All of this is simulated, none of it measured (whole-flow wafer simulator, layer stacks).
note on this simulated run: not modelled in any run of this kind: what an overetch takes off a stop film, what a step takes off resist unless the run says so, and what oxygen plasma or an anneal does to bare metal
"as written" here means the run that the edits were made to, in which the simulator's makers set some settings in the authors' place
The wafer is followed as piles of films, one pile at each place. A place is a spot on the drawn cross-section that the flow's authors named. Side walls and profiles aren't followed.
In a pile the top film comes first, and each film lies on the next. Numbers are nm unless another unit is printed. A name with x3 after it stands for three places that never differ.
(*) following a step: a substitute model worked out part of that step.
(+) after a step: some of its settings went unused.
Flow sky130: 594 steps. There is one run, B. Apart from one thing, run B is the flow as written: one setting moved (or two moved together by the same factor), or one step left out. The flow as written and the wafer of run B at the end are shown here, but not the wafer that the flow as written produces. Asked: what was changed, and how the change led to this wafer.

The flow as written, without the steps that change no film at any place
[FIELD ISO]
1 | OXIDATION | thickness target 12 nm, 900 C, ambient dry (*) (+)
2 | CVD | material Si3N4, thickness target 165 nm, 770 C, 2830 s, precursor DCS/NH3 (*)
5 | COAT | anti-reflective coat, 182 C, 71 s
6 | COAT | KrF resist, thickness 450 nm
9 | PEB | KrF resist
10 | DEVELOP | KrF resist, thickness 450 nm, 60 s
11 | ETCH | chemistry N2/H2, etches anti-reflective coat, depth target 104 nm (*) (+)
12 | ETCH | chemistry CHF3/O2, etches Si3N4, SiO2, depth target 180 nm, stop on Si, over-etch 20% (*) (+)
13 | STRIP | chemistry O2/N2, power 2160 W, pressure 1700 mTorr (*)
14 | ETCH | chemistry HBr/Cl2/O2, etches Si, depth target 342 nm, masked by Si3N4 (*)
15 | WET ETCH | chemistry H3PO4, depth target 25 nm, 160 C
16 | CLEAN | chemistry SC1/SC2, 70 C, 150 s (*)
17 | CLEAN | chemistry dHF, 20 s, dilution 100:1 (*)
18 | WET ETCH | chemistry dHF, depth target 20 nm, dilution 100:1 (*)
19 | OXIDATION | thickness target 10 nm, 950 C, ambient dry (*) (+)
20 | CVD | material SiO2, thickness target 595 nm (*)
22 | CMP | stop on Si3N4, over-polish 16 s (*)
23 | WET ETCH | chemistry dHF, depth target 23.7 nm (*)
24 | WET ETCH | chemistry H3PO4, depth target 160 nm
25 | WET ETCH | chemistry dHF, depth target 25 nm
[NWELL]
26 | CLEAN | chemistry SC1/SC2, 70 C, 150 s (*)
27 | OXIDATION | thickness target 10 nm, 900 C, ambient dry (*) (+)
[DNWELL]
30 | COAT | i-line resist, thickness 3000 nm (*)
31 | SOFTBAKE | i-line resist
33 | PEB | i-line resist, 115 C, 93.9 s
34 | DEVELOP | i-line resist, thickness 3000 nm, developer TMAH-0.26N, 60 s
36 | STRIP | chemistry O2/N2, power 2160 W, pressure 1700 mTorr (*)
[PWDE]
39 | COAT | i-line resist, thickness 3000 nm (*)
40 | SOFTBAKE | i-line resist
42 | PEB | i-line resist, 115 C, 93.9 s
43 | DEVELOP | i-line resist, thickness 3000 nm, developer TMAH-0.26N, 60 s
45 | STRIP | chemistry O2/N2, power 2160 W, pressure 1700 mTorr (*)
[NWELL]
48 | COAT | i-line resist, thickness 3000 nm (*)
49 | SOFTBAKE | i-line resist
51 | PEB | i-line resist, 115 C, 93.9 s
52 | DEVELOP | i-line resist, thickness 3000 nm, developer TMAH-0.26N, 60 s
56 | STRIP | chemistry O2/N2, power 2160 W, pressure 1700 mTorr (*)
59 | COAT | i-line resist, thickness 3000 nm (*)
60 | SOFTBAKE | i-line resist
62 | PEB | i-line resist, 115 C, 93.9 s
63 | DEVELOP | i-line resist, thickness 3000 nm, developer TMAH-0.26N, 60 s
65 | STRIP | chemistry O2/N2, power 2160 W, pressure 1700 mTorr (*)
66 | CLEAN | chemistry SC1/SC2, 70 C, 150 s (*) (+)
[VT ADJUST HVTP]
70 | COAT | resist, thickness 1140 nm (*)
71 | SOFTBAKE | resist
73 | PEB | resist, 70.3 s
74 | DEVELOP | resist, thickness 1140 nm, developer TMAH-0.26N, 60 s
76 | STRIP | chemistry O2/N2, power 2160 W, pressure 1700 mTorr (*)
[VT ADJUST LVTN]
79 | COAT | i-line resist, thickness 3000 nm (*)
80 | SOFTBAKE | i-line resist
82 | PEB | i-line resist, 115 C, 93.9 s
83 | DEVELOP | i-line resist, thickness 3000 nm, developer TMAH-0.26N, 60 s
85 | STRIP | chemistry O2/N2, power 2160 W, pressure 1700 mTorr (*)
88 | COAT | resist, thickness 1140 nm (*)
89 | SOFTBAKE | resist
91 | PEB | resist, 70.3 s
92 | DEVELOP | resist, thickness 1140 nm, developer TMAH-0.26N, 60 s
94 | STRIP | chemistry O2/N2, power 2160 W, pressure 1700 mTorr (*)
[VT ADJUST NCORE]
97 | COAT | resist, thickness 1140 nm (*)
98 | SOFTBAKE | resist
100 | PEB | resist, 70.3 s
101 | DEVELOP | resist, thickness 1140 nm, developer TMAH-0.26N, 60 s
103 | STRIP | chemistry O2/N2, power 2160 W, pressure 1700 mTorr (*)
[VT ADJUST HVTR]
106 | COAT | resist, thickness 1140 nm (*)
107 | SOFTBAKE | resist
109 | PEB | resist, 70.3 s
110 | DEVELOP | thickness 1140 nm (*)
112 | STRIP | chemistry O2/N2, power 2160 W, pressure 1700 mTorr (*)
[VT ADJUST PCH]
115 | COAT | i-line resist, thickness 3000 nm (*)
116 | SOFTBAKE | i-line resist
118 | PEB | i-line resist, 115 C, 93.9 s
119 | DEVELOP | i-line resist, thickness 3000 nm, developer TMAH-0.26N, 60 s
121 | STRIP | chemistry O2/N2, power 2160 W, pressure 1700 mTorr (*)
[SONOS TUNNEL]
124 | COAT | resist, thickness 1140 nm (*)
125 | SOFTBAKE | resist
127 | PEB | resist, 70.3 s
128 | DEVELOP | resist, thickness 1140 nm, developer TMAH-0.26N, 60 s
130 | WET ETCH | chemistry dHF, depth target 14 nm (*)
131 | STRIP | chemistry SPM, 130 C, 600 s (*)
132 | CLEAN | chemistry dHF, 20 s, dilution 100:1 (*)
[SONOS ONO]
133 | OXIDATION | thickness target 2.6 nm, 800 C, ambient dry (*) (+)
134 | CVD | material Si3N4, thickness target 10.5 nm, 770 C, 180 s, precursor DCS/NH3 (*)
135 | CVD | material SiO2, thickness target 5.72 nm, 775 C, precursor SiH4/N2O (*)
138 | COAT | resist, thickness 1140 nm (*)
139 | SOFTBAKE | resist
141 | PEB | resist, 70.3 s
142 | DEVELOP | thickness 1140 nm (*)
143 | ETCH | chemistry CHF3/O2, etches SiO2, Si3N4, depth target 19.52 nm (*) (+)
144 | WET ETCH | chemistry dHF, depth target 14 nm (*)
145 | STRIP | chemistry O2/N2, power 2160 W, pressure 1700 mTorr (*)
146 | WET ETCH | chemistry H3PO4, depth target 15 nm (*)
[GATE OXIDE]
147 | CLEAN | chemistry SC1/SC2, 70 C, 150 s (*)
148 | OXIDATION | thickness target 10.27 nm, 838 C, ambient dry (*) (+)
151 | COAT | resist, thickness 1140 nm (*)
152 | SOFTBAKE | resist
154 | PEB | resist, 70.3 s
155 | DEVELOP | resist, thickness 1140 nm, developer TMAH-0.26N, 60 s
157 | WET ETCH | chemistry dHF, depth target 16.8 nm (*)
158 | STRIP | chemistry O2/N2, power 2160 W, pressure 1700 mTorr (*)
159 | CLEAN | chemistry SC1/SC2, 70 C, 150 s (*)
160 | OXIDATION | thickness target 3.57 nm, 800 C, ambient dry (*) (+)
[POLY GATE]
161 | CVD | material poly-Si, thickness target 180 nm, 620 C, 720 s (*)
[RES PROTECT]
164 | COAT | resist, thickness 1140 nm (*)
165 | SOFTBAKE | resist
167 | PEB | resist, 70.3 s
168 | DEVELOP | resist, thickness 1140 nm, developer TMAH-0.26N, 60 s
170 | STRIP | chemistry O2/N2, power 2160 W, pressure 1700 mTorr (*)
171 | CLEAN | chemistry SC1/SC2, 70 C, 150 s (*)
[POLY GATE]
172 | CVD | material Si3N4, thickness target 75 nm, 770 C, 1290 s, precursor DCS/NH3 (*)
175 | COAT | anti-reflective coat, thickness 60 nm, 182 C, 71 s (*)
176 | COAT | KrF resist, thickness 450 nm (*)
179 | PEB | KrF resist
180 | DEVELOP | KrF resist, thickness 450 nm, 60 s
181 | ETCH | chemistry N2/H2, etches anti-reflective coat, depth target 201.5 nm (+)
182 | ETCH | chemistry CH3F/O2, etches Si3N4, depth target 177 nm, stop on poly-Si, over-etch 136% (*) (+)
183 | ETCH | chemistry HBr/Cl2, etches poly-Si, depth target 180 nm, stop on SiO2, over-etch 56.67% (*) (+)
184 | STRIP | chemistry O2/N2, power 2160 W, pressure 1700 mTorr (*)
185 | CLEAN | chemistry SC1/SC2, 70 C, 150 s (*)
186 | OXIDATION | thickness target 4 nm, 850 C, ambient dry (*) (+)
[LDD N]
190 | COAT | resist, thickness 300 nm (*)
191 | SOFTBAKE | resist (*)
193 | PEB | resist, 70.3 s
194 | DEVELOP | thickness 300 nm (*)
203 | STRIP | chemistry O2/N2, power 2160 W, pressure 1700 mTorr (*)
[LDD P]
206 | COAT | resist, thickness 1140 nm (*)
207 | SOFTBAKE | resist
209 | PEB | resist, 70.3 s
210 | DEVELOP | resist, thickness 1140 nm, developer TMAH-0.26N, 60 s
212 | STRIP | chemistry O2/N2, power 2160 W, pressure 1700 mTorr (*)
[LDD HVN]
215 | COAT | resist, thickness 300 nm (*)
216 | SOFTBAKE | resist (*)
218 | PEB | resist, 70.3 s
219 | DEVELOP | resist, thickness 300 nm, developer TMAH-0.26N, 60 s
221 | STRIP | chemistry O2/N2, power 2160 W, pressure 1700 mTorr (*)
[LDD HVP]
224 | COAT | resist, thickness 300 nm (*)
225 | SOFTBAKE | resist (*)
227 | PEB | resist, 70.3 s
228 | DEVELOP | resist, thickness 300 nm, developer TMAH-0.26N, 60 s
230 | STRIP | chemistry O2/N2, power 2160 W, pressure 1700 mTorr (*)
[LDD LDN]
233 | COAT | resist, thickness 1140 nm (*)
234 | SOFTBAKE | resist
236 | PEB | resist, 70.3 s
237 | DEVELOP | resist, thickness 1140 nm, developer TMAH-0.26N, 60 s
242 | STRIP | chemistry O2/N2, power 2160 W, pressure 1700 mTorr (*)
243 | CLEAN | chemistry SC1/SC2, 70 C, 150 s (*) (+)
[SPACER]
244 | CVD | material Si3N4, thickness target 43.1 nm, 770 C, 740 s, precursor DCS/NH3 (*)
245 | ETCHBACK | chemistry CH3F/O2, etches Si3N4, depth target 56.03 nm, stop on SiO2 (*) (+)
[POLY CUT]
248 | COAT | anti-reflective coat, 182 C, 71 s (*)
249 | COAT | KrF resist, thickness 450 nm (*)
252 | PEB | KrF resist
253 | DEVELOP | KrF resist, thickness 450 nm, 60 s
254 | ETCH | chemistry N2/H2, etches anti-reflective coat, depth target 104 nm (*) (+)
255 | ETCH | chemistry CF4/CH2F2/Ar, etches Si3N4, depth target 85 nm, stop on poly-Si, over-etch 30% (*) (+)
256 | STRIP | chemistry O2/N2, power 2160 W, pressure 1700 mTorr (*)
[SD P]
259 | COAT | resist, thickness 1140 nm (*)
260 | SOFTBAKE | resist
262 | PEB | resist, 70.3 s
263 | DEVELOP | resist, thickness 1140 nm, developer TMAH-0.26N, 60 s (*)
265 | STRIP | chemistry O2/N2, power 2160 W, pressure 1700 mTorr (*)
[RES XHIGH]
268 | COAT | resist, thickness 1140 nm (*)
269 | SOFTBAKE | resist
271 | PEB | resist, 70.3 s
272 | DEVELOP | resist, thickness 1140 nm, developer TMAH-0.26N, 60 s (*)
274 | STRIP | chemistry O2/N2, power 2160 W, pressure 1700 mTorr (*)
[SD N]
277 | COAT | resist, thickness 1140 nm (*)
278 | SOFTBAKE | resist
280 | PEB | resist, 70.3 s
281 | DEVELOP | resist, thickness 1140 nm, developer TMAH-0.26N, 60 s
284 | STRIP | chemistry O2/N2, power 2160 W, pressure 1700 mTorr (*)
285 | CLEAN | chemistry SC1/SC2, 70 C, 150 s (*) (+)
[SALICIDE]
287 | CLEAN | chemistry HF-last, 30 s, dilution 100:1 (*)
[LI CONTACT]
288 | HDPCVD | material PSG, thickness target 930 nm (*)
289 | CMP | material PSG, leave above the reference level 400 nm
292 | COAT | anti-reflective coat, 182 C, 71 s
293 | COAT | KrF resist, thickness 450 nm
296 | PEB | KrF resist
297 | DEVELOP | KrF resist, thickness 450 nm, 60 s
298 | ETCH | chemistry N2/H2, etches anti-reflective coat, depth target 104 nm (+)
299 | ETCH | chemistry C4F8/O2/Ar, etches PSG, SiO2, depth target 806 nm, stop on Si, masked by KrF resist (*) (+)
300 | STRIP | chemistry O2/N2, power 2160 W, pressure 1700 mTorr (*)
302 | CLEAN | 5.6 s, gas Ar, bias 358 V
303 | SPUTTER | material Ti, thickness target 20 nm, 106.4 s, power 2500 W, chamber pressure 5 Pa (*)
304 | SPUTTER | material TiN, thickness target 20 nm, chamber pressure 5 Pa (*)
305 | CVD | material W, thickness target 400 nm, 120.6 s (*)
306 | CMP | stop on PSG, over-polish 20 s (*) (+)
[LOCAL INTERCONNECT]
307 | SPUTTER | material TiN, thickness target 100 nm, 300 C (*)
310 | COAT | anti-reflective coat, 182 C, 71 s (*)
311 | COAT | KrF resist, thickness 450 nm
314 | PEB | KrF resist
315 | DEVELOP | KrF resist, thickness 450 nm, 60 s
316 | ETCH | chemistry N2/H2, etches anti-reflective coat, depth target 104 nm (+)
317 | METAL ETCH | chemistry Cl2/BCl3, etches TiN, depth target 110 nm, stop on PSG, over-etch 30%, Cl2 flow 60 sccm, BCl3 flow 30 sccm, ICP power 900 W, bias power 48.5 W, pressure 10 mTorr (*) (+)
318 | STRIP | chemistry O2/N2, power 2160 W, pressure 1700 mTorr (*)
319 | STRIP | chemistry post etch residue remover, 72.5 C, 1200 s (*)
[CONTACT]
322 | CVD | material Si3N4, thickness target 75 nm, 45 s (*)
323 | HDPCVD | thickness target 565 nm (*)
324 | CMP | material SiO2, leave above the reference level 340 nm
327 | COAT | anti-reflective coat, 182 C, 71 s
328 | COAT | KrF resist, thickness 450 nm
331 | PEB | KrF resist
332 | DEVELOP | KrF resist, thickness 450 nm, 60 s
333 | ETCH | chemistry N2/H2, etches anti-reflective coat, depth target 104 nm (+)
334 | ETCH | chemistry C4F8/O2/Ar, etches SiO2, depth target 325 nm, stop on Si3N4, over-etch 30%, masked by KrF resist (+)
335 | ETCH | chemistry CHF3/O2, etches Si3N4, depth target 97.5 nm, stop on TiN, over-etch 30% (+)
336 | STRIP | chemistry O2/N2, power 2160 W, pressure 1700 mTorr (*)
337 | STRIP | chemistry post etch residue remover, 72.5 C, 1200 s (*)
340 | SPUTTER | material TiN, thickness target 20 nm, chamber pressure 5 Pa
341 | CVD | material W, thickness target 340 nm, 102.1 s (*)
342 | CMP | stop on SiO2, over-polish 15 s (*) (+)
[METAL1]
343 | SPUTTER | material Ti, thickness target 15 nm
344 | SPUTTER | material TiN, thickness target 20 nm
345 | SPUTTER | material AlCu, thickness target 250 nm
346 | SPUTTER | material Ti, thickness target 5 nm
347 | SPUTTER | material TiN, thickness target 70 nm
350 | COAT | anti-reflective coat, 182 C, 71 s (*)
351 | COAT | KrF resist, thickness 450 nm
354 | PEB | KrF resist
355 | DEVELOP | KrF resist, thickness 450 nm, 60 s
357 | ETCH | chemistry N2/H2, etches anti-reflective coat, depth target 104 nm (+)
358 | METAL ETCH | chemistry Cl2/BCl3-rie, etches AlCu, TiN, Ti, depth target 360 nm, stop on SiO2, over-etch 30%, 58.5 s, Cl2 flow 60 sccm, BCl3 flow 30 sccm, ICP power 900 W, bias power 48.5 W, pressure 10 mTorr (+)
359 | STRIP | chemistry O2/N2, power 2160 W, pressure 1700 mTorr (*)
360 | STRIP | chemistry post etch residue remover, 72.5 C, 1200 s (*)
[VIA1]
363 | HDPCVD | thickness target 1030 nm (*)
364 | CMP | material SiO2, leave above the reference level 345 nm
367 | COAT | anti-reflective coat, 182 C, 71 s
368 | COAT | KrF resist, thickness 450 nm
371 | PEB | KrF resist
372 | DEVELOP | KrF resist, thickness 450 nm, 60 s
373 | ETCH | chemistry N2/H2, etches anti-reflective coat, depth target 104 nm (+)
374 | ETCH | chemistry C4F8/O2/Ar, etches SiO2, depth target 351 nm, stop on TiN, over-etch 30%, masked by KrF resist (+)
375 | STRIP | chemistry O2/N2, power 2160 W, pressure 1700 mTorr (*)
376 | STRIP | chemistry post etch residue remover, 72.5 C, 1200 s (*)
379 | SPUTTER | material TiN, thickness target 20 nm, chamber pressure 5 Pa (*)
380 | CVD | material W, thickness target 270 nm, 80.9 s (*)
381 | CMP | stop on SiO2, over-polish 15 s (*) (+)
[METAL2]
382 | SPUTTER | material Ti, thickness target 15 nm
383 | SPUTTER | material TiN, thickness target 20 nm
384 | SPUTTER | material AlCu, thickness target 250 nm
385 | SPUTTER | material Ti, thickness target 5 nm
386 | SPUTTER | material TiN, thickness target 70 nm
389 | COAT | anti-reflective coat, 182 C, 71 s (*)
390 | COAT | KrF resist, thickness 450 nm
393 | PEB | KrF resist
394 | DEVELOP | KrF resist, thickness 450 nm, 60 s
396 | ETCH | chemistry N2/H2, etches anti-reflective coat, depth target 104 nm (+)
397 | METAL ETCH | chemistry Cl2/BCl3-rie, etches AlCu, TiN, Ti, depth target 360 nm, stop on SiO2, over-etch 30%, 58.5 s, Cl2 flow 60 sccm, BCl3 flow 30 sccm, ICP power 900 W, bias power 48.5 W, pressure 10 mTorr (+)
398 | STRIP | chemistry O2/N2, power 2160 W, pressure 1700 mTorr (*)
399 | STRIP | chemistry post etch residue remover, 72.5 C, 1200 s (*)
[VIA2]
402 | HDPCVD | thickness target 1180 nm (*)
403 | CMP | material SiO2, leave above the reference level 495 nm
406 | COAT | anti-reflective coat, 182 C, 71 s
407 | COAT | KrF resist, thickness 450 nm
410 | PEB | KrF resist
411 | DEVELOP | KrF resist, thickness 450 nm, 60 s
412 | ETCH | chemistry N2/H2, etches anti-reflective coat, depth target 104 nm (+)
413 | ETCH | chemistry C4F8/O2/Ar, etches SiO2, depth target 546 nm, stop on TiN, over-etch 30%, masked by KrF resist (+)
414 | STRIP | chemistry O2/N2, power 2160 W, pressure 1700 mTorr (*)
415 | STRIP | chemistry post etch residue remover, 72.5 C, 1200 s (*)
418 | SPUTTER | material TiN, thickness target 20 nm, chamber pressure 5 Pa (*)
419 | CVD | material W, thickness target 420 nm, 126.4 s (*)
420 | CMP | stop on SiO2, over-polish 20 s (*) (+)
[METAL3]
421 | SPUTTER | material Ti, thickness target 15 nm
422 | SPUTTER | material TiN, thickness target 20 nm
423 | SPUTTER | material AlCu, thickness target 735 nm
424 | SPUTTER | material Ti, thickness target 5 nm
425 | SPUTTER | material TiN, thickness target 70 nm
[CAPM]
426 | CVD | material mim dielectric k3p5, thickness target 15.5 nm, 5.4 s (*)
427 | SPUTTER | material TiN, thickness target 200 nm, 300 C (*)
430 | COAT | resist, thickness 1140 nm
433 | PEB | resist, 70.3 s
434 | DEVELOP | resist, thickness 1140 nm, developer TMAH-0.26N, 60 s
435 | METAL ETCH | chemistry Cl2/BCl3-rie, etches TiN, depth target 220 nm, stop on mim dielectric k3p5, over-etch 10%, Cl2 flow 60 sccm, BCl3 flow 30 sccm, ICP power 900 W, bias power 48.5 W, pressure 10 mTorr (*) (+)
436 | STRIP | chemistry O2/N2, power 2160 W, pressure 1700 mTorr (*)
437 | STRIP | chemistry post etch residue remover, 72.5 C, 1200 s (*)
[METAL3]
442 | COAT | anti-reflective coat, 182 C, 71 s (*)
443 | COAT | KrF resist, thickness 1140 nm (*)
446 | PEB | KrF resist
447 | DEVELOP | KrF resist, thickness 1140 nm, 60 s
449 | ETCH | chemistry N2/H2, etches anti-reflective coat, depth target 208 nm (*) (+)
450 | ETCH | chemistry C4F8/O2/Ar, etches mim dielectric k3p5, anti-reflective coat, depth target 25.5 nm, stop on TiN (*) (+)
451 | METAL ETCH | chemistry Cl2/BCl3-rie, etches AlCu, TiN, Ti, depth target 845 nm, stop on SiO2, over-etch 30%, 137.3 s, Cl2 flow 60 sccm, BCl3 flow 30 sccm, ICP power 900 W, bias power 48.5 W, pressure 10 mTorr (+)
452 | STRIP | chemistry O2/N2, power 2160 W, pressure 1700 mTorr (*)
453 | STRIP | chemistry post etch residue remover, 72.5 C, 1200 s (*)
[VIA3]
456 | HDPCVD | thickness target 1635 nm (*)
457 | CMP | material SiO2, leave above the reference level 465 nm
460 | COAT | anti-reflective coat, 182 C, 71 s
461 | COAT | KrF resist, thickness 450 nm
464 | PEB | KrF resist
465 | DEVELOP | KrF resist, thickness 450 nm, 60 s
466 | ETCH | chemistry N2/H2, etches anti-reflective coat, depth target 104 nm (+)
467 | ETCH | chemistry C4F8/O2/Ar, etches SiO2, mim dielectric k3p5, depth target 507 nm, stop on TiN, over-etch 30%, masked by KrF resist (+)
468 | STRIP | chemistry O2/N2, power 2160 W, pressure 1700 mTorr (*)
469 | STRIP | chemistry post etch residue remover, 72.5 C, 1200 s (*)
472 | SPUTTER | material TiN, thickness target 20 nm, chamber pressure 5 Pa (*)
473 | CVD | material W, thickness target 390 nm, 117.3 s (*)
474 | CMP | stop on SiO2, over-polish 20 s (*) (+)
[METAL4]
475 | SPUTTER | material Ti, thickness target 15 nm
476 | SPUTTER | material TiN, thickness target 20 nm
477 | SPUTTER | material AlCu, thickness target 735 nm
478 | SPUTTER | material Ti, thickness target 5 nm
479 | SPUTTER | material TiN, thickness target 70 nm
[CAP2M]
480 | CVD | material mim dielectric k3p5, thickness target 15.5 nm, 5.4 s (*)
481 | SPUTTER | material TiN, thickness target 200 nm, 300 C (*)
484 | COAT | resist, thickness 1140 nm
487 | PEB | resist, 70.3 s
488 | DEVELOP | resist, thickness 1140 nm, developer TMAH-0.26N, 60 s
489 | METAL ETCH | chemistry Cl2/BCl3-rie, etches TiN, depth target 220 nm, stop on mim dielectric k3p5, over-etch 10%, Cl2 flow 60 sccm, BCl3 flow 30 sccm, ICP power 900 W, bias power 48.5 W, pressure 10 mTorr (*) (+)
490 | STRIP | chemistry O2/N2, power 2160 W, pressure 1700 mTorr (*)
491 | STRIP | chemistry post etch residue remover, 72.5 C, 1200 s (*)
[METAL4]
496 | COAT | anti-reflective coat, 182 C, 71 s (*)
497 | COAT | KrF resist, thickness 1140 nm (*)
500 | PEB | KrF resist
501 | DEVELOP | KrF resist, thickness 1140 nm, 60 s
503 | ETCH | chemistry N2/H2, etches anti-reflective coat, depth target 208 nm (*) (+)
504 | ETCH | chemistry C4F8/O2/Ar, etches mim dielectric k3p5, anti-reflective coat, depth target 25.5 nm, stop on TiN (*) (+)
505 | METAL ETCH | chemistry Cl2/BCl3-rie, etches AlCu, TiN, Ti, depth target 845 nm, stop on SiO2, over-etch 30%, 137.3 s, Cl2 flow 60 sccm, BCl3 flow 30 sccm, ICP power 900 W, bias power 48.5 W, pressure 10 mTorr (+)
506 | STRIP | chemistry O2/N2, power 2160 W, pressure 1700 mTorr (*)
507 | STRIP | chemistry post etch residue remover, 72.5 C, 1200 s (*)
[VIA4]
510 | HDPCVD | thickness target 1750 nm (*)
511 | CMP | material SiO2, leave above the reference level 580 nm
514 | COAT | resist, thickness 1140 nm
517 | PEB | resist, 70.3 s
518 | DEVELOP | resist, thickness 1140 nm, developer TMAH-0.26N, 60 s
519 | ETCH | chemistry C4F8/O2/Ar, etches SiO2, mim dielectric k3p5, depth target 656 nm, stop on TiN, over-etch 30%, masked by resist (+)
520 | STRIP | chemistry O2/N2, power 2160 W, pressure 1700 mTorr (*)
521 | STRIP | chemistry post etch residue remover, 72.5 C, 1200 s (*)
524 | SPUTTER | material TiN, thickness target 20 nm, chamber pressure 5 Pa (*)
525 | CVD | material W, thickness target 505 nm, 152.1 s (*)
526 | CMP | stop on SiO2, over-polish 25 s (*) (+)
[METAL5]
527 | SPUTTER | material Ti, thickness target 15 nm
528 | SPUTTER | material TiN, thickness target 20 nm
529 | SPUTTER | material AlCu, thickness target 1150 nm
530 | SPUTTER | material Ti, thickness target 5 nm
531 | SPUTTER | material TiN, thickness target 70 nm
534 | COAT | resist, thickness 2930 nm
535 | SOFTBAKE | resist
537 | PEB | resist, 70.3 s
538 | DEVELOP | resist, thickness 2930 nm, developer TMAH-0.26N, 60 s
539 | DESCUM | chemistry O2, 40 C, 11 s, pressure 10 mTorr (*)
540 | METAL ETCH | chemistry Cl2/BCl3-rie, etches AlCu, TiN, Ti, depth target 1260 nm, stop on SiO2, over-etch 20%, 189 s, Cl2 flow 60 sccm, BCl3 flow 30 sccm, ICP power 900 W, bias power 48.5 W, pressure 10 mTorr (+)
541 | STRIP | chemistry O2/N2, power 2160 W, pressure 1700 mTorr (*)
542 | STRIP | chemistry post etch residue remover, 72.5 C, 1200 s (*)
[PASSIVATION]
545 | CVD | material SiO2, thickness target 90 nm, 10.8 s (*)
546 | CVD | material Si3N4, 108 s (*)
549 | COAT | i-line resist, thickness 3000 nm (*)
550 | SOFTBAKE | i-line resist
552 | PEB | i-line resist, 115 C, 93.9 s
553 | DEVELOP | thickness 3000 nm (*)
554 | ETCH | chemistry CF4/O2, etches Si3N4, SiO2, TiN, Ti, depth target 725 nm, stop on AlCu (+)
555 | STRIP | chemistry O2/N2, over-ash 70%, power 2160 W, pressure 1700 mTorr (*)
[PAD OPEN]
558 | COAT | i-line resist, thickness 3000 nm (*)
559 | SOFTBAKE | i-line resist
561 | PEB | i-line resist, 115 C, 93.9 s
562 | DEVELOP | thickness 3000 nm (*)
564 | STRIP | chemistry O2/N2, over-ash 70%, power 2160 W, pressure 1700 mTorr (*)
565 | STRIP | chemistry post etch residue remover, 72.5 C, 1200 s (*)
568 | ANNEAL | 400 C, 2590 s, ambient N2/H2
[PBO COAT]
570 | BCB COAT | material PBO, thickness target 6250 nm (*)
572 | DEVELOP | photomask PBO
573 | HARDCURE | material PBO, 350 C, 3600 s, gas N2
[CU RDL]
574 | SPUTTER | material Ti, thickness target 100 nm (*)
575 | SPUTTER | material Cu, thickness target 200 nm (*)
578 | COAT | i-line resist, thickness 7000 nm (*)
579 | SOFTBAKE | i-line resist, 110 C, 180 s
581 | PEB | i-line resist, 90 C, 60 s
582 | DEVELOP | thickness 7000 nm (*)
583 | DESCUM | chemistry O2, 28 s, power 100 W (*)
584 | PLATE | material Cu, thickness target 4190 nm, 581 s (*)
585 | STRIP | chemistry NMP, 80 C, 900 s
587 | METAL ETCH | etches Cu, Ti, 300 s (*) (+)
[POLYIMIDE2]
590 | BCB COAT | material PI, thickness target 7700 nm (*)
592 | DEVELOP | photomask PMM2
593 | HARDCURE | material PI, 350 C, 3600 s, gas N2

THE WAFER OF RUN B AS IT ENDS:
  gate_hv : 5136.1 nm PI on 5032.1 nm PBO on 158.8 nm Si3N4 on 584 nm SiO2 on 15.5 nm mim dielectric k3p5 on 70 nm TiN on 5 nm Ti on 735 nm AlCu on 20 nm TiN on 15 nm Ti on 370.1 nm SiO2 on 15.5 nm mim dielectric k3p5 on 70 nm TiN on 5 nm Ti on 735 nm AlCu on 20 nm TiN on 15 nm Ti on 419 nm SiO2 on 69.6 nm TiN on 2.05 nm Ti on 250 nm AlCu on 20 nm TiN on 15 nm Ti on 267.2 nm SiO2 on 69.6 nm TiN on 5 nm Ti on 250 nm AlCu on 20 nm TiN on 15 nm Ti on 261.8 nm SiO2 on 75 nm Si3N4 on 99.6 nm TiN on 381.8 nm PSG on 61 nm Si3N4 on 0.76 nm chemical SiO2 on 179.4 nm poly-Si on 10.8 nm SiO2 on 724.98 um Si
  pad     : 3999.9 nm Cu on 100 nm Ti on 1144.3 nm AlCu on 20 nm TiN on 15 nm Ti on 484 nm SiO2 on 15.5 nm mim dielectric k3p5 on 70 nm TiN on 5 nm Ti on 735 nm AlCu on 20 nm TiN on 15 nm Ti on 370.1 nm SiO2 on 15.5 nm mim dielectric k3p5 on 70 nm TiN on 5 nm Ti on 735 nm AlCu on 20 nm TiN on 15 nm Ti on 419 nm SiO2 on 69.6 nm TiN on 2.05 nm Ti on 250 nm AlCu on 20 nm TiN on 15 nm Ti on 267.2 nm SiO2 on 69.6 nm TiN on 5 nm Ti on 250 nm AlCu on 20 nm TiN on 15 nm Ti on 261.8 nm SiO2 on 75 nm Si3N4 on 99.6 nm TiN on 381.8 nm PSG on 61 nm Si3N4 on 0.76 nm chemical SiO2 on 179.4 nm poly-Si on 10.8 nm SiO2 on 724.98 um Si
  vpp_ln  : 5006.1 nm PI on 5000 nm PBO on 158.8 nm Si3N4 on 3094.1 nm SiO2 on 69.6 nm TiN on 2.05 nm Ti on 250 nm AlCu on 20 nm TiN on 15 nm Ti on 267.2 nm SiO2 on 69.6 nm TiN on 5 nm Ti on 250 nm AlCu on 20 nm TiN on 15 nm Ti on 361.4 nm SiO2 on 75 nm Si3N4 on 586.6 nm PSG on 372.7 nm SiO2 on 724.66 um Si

Cause: step 385, SPUTTER: thickness target 2.05 nm was run, though the flow has thickness target 5 nm.
The wafer itself shows it: gate_hv has Ti 2.05, and step 385 as written asks for 5 nm.

The path from the change to this, step by step:
  385 | SPUTTER | material Ti, thickness target 5 nm
      field, active, n_well and 188 more: Ti gains 2.05 (new film) (it would be, as written: Ti gains 5 (new film))
  397 | METAL ETCH | chemistry Cl2/BCl3-rie, etches AlCu, TiN, Ti, depth target 360 nm, stop on SiO2, over-etch 30%, 58.5 s, Cl2 flow 60 sccm, BCl3 flow 30 sccm, ICP power 900 W, bias power 48.5 W, pressure 10 mTorr (+)
      field, active, gate and 82 more: TiN loses 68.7 (all of it), Ti loses 2.05 (all of it), AlCu loses 250 (all of it), TiN loses 20 (all of it), Ti loses 15 (all of it), SiO2 loses 11.2 (it would be, as written: TiN loses 68.7 (all of it), Ti loses 5 (all of it), AlCu loses 250 (all of it), TiN loses 20 (all of it), Ti loses 15 (all of it), SiO2 loses 10.9)
